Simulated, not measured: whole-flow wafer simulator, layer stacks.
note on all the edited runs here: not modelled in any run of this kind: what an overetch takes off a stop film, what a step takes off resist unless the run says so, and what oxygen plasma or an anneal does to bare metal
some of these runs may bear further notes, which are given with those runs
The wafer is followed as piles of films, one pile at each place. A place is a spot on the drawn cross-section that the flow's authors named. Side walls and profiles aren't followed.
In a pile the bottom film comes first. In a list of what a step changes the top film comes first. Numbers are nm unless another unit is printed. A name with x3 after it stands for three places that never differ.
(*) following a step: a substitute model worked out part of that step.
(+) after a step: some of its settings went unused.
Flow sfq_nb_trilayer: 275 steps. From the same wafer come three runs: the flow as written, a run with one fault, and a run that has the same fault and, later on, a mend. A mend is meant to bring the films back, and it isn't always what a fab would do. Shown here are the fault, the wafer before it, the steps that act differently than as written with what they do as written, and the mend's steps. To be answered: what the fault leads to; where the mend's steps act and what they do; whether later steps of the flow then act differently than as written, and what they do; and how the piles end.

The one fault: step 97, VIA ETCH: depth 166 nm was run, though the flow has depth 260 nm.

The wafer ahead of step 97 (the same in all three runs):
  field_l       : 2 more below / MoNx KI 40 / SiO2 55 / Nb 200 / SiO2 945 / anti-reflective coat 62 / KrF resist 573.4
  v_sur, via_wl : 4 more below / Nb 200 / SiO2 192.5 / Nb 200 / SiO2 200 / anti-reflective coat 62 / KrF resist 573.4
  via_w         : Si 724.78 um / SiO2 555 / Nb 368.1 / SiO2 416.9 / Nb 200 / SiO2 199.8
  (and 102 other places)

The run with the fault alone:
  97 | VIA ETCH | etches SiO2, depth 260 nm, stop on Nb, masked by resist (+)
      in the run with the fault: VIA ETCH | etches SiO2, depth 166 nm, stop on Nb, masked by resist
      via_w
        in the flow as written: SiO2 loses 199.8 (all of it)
        in the run with the fault: SiO2 loses 166
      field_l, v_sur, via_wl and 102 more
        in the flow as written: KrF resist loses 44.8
        in the run with the fault: KrF resist loses 28.6
  Steps later in the flow that act otherwise than as written (3 more steps, not shown, differ only slightly: by at most 2% or 0.5 nm, whichever is larger):
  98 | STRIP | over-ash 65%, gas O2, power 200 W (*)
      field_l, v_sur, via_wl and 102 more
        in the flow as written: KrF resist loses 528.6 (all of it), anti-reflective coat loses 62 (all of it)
        in the run with the fault: KrF resist loses 544.8 (all of it), anti-reflective coat loses 62 (all of it)
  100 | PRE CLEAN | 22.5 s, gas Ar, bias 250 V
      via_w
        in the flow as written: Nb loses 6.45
        in the run with the fault: SiO2 loses 7.5
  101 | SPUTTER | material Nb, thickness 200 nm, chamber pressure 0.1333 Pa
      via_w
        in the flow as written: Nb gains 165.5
        in the run with the fault: Nb gains 172.7 (new film)
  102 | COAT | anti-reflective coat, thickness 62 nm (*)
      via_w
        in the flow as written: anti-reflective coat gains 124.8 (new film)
        in the run with the fault: anti-reflective coat gains 116.1 (new film)
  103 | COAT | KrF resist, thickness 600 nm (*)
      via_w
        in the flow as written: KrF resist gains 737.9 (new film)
        in the run with the fault: KrF resist gains 711.5 (new film)
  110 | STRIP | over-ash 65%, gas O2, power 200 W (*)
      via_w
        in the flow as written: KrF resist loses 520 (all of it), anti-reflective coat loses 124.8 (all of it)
        in the run with the fault: KrF resist loses 493.6 (all of it), anti-reflective coat loses 116.1 (all of it)
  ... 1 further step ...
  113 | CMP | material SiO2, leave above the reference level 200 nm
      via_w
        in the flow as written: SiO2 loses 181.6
        in the run with the fault: SiO2 loses 157.1
  The piles end different from the flow's at via_w by more than 2% or 0.5 nm, whichever is larger.
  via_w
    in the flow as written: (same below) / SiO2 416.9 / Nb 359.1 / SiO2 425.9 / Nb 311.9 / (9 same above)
    in the run with the fault: (same below) / SiO2 416.9 / Nb 200 / SiO2 26.3 / Nb 172.7 / SiO2 386 / Nb 311.9 / (9 same above)

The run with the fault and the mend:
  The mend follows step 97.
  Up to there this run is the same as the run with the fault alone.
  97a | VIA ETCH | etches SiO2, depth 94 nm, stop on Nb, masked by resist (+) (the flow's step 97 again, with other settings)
      field_l, v_sur, via_wl and 102 more
        KrF resist loses 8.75
      via_w
        SiO2 loses 33.8 (all of it)
  None of the later steps of the flow differs from how it acts as written, at any place that is followed, by more than 2% or 0.5 nm, whichever is larger.
  At every place that both follow, the piles at the end match the flow's.
